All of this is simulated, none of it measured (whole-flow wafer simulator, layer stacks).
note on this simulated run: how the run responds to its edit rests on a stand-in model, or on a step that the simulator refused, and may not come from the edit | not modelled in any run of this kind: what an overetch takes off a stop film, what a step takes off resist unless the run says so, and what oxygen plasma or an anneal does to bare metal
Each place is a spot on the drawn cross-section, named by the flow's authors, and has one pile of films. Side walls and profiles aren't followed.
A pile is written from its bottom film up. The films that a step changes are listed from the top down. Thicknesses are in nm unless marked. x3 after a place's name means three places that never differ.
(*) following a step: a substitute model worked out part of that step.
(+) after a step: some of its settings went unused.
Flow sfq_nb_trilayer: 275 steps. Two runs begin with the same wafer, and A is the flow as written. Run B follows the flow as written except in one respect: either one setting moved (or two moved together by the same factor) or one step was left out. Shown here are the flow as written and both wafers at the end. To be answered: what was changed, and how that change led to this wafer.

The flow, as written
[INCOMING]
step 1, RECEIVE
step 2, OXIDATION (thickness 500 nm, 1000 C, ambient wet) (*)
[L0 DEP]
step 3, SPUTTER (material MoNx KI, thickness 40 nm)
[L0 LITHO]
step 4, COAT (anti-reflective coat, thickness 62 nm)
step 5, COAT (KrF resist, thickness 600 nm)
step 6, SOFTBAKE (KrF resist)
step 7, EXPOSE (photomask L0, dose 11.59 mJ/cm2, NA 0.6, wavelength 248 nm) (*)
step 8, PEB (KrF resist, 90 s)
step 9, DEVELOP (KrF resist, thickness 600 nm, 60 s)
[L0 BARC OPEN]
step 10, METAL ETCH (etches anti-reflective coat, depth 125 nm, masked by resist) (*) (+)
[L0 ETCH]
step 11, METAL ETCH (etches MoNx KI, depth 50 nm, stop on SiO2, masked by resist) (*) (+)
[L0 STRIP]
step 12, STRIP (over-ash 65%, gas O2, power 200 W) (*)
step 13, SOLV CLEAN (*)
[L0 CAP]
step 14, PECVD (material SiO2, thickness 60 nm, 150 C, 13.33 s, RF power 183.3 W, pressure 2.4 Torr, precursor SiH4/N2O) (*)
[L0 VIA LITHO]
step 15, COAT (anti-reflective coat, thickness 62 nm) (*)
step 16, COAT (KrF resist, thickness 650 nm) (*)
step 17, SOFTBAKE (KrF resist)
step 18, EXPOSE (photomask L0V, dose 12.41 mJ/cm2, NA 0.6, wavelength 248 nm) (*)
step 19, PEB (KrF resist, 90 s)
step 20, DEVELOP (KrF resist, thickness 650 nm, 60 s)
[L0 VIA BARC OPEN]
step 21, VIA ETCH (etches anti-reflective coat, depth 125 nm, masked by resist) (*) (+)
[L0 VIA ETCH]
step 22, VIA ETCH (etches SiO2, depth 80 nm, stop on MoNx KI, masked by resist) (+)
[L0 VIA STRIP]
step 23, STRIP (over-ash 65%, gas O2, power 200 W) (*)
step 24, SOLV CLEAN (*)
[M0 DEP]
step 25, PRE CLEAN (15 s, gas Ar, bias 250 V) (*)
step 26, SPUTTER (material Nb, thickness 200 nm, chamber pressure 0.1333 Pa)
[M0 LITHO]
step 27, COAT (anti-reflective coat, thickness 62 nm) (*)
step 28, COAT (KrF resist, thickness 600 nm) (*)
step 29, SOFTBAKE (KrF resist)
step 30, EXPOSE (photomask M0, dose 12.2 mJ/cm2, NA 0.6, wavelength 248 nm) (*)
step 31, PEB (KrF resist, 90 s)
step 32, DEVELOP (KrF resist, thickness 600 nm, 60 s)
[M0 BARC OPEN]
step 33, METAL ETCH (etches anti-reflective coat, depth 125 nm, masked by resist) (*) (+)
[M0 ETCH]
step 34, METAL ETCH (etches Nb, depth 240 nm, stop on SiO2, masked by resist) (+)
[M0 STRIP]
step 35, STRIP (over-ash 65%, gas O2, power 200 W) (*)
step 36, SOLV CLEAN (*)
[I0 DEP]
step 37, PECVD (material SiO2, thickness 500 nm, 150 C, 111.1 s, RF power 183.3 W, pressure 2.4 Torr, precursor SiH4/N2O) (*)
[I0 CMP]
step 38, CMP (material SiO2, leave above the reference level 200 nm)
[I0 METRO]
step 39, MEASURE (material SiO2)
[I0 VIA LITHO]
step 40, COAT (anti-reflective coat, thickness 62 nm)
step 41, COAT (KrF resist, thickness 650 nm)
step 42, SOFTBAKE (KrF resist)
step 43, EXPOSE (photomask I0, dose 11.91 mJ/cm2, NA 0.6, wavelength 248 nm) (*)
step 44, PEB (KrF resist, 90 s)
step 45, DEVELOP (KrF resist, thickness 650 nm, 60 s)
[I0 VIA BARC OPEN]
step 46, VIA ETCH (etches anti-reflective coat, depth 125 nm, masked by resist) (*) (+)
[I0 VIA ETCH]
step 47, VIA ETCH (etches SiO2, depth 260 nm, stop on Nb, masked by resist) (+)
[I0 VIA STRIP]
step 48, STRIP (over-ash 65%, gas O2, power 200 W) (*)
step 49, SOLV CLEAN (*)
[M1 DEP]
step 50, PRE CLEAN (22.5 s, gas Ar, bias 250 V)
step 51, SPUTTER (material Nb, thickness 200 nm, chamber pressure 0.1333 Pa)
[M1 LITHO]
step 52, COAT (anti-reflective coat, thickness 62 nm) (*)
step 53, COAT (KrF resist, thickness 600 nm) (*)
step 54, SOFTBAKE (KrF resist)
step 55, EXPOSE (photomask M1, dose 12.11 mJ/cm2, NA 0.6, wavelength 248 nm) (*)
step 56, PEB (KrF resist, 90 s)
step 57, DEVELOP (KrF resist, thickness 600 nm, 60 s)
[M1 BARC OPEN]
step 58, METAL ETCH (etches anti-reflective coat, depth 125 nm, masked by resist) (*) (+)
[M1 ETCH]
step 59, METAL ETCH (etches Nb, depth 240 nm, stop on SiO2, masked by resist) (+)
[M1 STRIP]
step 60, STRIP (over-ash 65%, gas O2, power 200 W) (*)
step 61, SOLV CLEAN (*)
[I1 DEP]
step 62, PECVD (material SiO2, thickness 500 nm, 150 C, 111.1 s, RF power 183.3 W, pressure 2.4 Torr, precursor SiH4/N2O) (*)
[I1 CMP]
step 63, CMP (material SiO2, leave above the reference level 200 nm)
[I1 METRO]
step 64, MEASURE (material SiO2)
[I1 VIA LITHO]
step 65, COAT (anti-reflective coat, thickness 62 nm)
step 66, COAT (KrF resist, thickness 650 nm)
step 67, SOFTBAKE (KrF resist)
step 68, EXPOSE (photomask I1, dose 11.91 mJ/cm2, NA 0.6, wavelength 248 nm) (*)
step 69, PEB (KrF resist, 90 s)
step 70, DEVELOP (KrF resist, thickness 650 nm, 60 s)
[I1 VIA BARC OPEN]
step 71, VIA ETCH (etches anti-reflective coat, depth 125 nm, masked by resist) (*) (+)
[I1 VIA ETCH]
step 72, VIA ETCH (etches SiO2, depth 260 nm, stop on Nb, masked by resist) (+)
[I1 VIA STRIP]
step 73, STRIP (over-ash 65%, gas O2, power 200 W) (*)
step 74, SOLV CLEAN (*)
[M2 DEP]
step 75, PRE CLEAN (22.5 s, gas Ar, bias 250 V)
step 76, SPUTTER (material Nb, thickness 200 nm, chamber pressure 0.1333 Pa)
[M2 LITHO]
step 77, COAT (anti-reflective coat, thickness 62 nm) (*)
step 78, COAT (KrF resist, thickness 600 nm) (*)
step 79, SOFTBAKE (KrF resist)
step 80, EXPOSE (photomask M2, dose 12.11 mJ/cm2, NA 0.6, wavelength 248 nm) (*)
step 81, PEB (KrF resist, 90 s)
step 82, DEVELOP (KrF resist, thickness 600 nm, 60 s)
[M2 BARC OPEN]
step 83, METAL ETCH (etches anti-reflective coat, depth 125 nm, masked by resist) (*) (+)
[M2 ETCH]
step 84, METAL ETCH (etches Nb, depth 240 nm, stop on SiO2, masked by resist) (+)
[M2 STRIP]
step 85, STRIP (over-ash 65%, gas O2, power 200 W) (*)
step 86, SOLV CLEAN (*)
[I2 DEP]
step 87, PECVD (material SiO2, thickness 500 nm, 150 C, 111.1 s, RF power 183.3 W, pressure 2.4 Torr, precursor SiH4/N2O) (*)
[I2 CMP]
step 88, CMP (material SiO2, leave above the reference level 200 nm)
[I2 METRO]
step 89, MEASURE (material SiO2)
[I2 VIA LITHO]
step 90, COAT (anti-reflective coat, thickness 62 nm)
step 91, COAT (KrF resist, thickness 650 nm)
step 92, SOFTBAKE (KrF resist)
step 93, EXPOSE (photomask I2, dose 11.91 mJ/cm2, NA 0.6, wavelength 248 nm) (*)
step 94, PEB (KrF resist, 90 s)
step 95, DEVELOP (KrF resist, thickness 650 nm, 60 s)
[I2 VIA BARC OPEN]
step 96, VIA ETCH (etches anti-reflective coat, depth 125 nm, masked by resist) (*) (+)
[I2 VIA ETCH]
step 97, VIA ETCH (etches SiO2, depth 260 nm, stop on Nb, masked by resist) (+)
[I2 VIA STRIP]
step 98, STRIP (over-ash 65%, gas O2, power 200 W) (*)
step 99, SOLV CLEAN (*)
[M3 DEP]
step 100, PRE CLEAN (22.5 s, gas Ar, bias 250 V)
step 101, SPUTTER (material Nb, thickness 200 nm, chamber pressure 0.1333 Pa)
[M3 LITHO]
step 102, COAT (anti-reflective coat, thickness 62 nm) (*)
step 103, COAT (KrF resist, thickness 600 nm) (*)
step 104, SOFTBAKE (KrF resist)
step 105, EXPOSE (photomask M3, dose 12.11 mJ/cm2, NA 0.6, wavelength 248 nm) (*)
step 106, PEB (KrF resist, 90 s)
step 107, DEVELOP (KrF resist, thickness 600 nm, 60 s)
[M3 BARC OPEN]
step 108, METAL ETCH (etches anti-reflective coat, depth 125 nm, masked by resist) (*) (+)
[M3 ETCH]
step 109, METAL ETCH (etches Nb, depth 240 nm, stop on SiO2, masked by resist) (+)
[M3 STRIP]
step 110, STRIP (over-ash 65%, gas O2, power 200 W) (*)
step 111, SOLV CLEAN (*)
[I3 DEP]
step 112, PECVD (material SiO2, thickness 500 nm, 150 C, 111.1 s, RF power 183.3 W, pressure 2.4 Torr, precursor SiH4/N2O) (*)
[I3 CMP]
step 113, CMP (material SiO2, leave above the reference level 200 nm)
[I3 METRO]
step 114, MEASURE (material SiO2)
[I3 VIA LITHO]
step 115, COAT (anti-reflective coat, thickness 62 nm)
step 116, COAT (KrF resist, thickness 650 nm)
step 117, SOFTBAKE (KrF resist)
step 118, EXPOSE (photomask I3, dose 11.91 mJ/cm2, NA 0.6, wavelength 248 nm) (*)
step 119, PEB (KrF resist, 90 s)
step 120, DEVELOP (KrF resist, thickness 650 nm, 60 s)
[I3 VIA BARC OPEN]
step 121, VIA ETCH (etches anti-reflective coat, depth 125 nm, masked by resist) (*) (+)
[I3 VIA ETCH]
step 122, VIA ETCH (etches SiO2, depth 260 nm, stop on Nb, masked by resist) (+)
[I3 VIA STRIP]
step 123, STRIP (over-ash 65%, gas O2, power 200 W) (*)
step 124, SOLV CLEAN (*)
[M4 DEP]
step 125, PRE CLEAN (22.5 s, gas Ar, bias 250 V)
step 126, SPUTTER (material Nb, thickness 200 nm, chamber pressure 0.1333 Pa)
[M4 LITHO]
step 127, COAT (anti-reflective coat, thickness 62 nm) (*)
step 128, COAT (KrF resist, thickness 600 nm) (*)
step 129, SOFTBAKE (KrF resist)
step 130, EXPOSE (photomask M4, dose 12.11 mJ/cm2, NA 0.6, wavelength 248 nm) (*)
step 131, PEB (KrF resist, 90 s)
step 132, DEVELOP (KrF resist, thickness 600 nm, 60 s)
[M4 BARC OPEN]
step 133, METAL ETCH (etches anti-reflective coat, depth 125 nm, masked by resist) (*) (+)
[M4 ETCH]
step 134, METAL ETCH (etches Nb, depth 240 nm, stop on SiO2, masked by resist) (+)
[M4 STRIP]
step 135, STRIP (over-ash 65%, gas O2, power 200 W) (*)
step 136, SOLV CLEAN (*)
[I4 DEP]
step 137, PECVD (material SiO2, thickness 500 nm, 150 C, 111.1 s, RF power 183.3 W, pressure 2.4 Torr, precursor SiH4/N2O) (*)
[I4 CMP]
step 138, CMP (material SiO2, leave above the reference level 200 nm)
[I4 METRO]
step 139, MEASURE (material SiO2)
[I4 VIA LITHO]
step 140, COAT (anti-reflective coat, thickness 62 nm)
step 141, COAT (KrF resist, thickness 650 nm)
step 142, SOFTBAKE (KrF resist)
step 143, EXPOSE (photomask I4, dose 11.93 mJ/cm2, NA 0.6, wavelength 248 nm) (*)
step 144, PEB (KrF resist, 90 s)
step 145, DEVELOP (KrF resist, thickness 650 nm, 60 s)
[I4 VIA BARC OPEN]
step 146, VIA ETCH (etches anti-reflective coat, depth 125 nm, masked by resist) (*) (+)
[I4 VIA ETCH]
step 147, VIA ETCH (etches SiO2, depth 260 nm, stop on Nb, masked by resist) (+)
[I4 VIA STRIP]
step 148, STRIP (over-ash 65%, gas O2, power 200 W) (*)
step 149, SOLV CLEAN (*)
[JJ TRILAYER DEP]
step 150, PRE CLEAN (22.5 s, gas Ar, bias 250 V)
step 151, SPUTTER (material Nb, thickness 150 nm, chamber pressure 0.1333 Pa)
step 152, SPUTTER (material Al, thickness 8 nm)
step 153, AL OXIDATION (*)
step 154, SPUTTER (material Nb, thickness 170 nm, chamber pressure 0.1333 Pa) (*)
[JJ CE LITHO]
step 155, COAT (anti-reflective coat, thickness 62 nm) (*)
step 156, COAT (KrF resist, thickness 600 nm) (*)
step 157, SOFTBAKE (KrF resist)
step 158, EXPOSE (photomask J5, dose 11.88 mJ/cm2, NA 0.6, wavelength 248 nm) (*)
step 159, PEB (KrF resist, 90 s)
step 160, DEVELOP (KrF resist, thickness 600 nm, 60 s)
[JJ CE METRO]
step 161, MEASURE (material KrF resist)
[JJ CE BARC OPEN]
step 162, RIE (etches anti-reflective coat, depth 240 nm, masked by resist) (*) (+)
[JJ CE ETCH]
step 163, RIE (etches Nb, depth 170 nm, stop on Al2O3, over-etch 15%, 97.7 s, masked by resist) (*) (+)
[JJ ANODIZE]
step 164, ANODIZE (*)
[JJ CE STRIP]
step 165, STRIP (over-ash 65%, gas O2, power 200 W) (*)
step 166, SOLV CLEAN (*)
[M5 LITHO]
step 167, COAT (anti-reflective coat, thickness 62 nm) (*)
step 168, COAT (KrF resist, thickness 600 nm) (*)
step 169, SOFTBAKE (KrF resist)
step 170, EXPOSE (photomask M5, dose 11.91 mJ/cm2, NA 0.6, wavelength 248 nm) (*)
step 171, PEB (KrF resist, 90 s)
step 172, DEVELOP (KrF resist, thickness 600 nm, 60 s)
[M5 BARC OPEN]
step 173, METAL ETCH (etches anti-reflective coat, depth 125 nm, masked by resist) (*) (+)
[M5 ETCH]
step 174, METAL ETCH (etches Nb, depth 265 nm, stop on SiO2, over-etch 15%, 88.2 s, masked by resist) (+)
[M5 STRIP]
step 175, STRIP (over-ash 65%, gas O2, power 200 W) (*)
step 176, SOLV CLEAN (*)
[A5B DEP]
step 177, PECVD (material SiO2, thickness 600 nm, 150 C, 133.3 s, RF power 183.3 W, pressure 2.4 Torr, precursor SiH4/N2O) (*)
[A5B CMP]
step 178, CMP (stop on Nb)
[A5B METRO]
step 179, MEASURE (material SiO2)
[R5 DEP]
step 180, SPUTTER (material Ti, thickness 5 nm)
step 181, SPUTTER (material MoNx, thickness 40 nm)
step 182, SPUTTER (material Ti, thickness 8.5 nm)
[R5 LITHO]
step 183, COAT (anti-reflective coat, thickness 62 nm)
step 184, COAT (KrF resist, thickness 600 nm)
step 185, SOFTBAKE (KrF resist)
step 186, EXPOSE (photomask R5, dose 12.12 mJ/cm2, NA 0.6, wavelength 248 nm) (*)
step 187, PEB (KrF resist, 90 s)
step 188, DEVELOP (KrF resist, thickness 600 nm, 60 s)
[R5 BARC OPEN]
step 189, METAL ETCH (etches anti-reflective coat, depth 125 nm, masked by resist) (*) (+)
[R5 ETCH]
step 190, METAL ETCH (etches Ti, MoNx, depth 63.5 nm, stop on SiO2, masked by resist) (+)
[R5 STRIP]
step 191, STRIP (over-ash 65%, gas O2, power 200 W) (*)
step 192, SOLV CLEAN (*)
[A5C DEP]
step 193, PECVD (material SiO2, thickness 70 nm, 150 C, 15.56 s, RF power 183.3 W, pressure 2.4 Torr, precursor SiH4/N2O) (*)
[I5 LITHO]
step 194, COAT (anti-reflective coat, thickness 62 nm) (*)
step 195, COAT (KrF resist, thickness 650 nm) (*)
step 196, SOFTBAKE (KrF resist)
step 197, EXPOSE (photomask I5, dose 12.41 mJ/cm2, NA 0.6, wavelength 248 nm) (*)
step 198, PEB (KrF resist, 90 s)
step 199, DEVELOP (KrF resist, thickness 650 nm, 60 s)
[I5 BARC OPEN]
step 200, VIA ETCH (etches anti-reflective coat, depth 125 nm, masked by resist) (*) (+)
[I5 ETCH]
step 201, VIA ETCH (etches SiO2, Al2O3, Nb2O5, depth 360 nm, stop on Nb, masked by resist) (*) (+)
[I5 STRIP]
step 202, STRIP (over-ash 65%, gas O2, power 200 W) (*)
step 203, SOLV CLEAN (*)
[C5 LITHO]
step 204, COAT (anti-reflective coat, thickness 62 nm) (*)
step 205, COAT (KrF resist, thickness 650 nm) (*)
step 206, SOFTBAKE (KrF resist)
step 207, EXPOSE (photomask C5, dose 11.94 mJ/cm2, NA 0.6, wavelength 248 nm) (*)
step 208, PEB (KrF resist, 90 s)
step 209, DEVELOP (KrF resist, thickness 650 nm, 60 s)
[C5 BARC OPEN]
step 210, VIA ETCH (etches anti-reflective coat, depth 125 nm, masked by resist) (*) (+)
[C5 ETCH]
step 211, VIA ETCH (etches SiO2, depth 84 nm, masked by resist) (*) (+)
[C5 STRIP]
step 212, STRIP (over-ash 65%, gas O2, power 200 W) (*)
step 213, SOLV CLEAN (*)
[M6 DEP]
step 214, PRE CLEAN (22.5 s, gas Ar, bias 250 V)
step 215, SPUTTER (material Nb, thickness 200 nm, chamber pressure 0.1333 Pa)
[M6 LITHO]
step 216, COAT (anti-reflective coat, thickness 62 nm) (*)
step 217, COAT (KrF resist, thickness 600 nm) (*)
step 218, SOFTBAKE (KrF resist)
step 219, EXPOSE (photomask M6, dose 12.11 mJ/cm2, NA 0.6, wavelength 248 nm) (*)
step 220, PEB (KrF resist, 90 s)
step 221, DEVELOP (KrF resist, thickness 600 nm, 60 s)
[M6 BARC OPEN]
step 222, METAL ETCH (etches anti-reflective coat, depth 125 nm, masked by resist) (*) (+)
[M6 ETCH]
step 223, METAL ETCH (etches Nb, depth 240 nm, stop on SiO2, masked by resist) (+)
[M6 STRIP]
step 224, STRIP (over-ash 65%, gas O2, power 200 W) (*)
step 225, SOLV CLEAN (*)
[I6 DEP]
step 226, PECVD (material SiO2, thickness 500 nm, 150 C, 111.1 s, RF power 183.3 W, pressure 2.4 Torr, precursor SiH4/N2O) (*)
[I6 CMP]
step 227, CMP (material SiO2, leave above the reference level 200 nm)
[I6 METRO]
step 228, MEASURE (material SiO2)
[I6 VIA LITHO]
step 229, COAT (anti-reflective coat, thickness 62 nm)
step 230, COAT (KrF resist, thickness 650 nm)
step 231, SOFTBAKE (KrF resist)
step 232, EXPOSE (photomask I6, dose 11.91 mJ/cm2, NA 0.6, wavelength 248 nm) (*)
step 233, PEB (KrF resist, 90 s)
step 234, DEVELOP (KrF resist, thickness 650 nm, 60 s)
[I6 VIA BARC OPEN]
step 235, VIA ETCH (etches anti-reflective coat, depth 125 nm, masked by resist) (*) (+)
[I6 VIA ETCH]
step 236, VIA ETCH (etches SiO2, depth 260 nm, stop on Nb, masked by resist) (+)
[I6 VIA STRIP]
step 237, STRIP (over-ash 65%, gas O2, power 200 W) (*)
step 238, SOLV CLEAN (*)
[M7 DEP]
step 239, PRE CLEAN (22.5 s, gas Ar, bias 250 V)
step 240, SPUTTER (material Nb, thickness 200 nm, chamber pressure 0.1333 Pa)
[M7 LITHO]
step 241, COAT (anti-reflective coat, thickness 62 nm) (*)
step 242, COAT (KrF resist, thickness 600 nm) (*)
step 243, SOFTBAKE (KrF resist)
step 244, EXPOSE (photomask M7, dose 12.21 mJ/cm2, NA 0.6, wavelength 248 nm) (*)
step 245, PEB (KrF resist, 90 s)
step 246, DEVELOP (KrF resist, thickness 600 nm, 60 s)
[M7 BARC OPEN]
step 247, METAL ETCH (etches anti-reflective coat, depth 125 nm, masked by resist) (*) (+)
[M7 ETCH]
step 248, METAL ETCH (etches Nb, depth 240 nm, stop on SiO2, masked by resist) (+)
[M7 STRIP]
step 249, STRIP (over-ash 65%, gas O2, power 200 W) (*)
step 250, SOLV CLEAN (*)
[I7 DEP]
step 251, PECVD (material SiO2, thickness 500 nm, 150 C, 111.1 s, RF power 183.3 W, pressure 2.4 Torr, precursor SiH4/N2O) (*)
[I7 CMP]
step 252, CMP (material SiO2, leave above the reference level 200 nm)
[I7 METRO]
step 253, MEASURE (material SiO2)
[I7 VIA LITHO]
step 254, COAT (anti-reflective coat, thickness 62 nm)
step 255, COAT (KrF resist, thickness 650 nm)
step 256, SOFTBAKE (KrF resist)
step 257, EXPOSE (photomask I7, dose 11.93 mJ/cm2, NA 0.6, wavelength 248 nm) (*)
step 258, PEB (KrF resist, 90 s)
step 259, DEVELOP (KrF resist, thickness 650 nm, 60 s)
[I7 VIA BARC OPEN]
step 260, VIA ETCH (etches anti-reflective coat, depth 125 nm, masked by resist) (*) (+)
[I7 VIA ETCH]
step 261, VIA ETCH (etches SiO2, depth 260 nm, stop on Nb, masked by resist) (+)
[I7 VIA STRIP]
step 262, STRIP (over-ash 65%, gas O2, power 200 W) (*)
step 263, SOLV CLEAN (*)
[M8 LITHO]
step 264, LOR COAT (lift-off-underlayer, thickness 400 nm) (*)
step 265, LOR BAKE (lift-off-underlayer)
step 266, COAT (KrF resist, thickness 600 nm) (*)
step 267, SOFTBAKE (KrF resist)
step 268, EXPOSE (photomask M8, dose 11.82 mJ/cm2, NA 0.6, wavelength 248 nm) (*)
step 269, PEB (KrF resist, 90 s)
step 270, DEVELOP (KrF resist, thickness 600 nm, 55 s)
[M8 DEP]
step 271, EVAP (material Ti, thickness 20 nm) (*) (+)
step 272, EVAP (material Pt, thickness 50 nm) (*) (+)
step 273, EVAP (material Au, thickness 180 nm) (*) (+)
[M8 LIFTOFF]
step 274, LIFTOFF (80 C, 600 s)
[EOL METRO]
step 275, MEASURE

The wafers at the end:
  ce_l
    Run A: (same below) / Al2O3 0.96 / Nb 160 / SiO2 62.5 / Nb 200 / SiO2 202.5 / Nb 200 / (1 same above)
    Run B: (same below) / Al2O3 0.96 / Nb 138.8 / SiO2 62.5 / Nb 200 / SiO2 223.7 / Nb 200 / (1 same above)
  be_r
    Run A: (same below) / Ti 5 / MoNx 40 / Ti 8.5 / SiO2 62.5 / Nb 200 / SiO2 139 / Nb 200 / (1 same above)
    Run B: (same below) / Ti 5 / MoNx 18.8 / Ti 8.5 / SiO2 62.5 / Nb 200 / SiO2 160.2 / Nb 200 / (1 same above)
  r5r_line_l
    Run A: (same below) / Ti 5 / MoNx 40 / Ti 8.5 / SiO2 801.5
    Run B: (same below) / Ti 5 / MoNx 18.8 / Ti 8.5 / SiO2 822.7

Cause: step 181, SPUTTER: thickness 18.8 nm was run, whereas the flow has thickness 40 nm.
The wafer lets one read it off: be_r has MoNx 18.8, and step 181 as written asks for 40 nm.

Step by step, how the change led to this:
  step 181, SPUTTER (material MoNx, thickness 40 nm)
      field_l, v_sur, via_wl and 103 more: A +40 MoNx (new film) | B +18.8 MoNx (new film)
  step 190, METAL ETCH (etches Ti, MoNx, depth 63.5 nm, stop on SiO2, masked by resist) (+)
      field_l, v_sur, via_wl and 92 more: A -8.5 Ti (all of it), -40 MoNx (all of it), -5 Ti (all of it) | B -8.5 Ti (all of it), -18.8 MoNx (all of it), -5 Ti (all of it)
      ce_l, c5j, ce_r, wl_jj: A -8.5 Ti (all of it), -40 MoNx (all of it), -5 Ti (all of it), -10 Nb | B -8.5 Ti (all of it), -18.8 MoNx (all of it), -5 Ti (all of it), -31.2 Nb
  step 194, COAT (anti-reflective coat, thickness 62 nm) (*)
      wl_j_sl, wl_j_sr: A +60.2 anti-reflective coat (new film) | B +56.8 anti-reflective coat (new film)
      r5r_spacepad_l, r5r_spacepad_r: A +84.4 anti-reflective coat (new film) | B +75.3 anti-reflective coat (new film)
      (as well as at 15 more places)
  step 202, STRIP (over-ash 65%, gas O2, power 200 W) (*)
      wl_j_sl, wl_j_sr: A -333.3 KrF resist (all of it), -60.2 anti-reflective coat (all of it) | B -333.4 KrF resist (all of it), -56.8 anti-reflective coat (all of it)
      r5r_spacepad_l, r5r_spacepad_r: A -335.6 KrF resist (all of it), -84.4 anti-reflective coat (all of it) | B -334.8 KrF resist (all of it), -75.3 anti-reflective coat (all of it)
      (as well as at 15 more places)
  step 204, COAT (anti-reflective coat, thickness 62 nm) (*)
      wl_j_sl, wl_j_sr: A +60.2 anti-reflective coat (new film) | B +56.8 anti-reflective coat (new film)
      r5r_spacepad_l, r5r_spacepad_r: A +84.4 anti-reflective coat (new film) | B +75.3 anti-reflective coat (new film)
      (as well as at 15 more places)
  step 210, VIA ETCH (etches anti-reflective coat, depth 125 nm, masked by resist) (*) (+)
      field_l, v_sur, via_wl and 101 more: A -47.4 KrF resist | B -48.8 KrF resist
      c5j: A -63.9 anti-reflective coat (all of it), -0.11 SiO2 | B -69.7 anti-reflective coat (all of it), -0.09 SiO2
      (as well as at 1 more place)
  step 212, STRIP (over-ash 65%, gas O2, power 200 W) (*)
      wl_j_sl, wl_j_sr: A -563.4 KrF resist (all of it), -60.2 anti-reflective coat (all of it) | B -561.9 KrF resist (all of it), -56.8 anti-reflective coat (all of it)
      r5r_spacepad_l, r5r_spacepad_r: A -565.8 KrF resist (all of it), -84.4 anti-reflective coat (all of it) | B -563.3 KrF resist (all of it), -75.3 anti-reflective coat (all of it)
      (as well as at 13 more places)
  step 216, COAT (anti-reflective coat, thickness 62 nm) (*)
      r5r_line_l, r5r_line_c, r5r_line_r: A +50 anti-reflective coat (new film) | B +53.8 anti-reflective coat (new film)
      wl_j_sl, wl_j_sr: A +60.2 anti-reflective coat (new film) | B +56.9 anti-reflective coat (new film)
      (as well as at 14 more places)
  step 222, METAL ETCH (etches anti-reflective coat, depth 125 nm, masked by resist) (*) (+)
      r5r_line_l, r5r_line_c, r5r_line_r: A -50 anti-reflective coat (all of it) | B -53.8 anti-reflective coat (all of it)
      r5r_spacepad_l, r5r_spacepad_r: A -85.7 anti-reflective coat (all of it) | B -75.7 anti-reflective coat (all of it)
      (as well as at 2 more places)
  step 224, STRIP (over-ash 65%, gas O2, power 200 W) (*)
      wl_j_sl, wl_j_sr: A -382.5 KrF resist (all of it), -60.2 anti-reflective coat (all of it) | B -382.3 KrF resist (all of it), -56.9 anti-reflective coat (all of it)
      jj_sur: A -378.5 KrF resist (all of it), -56.1 anti-reflective coat (all of it) | B -377.2 KrF resist (all of it), -52.3 anti-reflective coat (all of it)
      (as well as at 9 more places)
  step 226, PECVD (material SiO2, thickness 500 nm, 150 C, 111.1 s, RF power 183.3 W, pressure 2.4 Torr, precursor SiH4/N2O) (*)
      r5r_spacepad_l, r5r_spacepad_r: A +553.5 SiO2 | B +529.8 SiO2
  step 227, CMP (material SiO2, leave above the reference level 200 nm)
      ce_l, ce_r, wl_jj: A -290 SiO2 | B -268.8 SiO2
      be_r, r_sur, r_end: A -353.5 SiO2 | B -332.3 SiO2
      (as well as at 7 more places)
